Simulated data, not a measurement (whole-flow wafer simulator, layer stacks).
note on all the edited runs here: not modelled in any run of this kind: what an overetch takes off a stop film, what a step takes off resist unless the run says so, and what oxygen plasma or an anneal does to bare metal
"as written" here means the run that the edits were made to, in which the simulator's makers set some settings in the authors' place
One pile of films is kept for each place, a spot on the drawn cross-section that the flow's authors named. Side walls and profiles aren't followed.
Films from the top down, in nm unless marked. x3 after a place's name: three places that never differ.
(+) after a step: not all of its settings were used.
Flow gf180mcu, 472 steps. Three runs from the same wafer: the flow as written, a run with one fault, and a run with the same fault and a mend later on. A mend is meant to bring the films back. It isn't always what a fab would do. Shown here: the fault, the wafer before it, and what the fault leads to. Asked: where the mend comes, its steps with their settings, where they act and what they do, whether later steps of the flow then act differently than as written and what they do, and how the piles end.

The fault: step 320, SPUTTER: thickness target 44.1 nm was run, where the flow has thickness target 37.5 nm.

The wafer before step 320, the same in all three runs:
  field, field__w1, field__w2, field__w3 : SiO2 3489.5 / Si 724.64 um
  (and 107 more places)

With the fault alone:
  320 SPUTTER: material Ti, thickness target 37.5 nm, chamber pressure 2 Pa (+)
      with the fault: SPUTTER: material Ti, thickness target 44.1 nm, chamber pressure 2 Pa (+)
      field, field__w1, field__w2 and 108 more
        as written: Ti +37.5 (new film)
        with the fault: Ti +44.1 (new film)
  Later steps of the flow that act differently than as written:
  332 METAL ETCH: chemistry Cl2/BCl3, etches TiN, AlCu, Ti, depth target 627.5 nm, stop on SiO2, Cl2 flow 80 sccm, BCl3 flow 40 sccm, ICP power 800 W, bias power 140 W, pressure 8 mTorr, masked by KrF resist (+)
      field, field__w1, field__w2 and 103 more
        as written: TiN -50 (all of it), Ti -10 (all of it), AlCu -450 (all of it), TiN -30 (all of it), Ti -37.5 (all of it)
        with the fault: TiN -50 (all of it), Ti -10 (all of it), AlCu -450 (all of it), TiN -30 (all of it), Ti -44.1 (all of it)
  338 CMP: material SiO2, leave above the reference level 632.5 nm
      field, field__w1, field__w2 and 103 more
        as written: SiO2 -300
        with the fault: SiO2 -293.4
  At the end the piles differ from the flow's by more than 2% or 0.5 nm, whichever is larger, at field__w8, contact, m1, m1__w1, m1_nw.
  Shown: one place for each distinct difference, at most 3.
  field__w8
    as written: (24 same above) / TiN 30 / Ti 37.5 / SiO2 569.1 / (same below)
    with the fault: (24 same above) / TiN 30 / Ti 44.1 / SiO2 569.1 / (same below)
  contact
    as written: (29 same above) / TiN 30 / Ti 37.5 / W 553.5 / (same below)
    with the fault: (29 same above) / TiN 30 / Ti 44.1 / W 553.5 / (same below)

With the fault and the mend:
  The mend comes after step 320.
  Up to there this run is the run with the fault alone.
  320a METAL ETCH: chemistry Cl2/BCl3, etches TiN, AlCu, Ti, depth target 6.6 nm, Cl2 flow 80 sccm, BCl3 flow 40 sccm, ICP power 800 W, bias power 140 W, pressure 8 mTorr (the flow's step 260 once more, with other settings)
      field, field__w1, field__w2 and 108 more
        Ti -6.6
  No later step of the flow acts differently than as written at any place that is followed.
  At the end the piles are the same as the flow's at every place that both follow.
